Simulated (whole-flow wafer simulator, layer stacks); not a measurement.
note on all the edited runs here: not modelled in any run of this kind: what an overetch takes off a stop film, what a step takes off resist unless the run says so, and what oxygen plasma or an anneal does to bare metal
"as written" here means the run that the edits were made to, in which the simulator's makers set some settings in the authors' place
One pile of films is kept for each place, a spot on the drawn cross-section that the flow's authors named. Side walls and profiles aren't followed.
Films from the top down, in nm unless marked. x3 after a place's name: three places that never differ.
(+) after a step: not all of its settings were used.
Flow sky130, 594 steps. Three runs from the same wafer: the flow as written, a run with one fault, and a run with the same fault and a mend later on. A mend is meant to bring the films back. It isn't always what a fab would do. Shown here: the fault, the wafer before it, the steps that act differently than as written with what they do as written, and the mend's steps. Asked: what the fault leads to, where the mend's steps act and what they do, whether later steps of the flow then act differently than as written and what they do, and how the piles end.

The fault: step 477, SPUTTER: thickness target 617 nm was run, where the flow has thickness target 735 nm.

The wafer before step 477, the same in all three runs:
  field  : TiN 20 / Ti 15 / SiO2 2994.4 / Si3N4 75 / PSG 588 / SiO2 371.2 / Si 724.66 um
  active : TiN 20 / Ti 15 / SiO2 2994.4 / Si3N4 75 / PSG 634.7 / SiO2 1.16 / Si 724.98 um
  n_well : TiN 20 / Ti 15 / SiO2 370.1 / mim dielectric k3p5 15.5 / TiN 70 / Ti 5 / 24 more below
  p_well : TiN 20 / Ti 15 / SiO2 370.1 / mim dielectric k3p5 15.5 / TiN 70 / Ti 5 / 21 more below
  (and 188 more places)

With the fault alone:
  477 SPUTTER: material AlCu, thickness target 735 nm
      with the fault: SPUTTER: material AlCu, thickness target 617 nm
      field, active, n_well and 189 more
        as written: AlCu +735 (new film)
        with the fault: AlCu +617 (new film)
  Later steps of the flow that act differently than as written (11 more steps differ only slightly, by at most 2% or 0.5 nm, whichever is larger, and aren't shown):
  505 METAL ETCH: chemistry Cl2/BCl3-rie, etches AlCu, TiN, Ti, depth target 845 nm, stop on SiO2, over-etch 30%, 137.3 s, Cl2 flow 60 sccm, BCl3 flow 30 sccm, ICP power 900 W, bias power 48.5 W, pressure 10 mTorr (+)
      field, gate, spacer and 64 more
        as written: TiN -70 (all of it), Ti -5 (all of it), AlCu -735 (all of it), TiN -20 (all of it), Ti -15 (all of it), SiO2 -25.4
        with the fault: TiN -70 (all of it), Ti -5 (all of it), AlCu -617 (all of it), TiN -20 (all of it), Ti -15 (all of it), SiO2 -37.2
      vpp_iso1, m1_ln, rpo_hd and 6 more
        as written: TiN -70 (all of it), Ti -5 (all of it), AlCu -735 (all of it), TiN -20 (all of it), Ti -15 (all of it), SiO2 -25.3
        with the fault: TiN -70 (all of it), Ti -5 (all of it), AlCu -617 (all of it), TiN -20 (all of it), Ti -15 (all of it), SiO2 -37.1
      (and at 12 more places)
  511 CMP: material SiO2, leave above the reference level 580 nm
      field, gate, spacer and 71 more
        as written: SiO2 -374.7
        with the fault: SiO2 -480.8
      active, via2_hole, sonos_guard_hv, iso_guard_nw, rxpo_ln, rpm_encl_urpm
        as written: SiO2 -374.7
        with the fault: SiO2 -480.9
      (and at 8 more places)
  At the end the piles differ from the flow's by more than 2% or 0.5 nm, whichever is larger, at field, active, n_well and 190 more.
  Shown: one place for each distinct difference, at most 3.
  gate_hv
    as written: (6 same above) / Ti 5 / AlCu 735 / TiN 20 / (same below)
    with the fault: (6 same above) / Ti 5 / AlCu 617 / TiN 20 / (same below)
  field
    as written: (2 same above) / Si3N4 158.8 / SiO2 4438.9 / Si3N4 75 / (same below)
    with the fault: (2 same above) / Si3N4 158.8 / SiO2 4320.9 / Si3N4 75 / (same below)
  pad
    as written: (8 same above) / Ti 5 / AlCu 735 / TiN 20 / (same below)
    with the fault: (8 same above) / Ti 5 / AlCu 617 / TiN 20 / (same below)

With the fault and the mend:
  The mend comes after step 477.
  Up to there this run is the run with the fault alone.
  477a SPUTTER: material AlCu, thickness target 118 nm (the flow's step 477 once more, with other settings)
      field, active, n_well and 189 more
        AlCu +118
  No later step of the flow acts differently than as written at any place that is followed.
  At the end the piles are the same as the flow's at every place that both follow.
